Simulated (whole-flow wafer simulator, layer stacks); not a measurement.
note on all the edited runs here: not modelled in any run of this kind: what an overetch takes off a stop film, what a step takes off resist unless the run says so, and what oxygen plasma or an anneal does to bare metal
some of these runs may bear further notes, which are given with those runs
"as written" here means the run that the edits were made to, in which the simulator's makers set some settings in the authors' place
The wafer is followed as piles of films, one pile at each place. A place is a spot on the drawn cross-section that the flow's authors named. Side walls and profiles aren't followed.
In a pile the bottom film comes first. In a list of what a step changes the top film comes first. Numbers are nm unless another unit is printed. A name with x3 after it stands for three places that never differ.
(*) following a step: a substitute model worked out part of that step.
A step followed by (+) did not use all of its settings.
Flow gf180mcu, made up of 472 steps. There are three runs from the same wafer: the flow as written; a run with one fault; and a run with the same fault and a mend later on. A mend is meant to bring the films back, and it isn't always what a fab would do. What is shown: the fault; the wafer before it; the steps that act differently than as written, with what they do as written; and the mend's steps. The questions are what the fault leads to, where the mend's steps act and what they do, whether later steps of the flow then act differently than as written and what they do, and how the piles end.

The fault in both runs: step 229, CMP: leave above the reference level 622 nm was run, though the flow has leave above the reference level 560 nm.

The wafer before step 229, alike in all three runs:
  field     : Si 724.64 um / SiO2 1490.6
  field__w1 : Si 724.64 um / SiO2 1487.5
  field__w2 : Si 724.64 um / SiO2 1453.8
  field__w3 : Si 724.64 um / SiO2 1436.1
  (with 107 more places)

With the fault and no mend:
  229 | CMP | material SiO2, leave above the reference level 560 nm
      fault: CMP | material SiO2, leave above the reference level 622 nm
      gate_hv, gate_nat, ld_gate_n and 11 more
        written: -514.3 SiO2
        fault: -452.3 SiO2
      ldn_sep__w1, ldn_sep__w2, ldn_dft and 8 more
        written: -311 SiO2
        fault: -249 SiO2
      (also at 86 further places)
  Later steps of the flow acting differently than as written (not shown: 2 more steps that differ only slightly, by at most 2% or 0.5 nm, whichever is larger):
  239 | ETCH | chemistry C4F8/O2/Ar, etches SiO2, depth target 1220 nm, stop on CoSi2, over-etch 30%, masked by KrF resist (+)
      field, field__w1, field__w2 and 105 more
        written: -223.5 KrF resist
        fault: -239.6 KrF resist
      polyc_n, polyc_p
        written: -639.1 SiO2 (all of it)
        fault: -701.1 SiO2 (all of it)
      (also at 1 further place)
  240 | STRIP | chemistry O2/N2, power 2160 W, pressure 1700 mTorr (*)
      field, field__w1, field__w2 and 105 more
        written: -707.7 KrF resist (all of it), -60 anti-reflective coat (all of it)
        fault: -691.6 KrF resist (all of it), -60 anti-reflective coat (all of it)
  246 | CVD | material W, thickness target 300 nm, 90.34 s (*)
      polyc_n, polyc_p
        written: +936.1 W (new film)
        fault: +998.1 W (new film)
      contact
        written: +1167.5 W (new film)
        fault: +1230 W (new film)
  The piles end different from the flow's at field__w8, contact, m1 and 6 more by more than 2% or 0.5 nm, whichever is larger.
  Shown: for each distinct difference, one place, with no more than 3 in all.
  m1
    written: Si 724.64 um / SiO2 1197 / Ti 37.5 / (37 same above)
    fault: Si 724.64 um / SiO2 1259 / Ti 37.5 / (37 same above)
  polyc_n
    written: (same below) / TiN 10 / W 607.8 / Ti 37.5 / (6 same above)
    fault: (same below) / TiN 10 / W 669.8 / Ti 37.5 / (6 same above)
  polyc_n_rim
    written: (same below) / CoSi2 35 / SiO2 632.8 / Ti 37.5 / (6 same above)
    fault: (same below) / CoSi2 35 / SiO2 694.8 / Ti 37.5 / (6 same above)

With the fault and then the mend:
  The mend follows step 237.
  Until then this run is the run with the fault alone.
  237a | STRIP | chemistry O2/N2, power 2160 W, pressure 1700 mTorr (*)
      field, field__w1, field__w2 and 105 more
        -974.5 KrF resist (all of it), -60 anti-reflective coat (all of it)
      contact, polyc_n, polyc_p
        -60 anti-reflective coat (all of it)
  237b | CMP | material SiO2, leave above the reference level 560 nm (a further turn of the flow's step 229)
      field, field__w1, field__w2 and 108 more
        -62 SiO2
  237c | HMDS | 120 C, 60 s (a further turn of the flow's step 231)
      leaves every film unchanged at each place that is followed
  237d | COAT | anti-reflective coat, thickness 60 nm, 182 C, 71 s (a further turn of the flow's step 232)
      field, field__w1, field__w2 and 108 more
        +60 anti-reflective coat (new film)
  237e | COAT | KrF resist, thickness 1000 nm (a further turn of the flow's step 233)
      field, field__w1, field__w2 and 108 more
        +1000 KrF resist (new film)
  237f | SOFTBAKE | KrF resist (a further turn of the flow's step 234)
      leaves every film unchanged at each place that is followed
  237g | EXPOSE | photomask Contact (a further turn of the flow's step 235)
      leaves every film unchanged at each place that is followed
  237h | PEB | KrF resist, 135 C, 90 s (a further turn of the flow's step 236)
      field, field__w1, field__w2 and 108 more
        -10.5 KrF resist
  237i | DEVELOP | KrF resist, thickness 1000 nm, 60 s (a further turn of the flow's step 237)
      field, field__w1, field__w2 and 105 more
        -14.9 KrF resist
      contact, polyc_n, polyc_p
        -989.5 KrF resist (all of it)
  None of the later steps of the flow acts differently than as written at any place that is followed.
  By the end, the piles equal the flow's at every place that both follow.
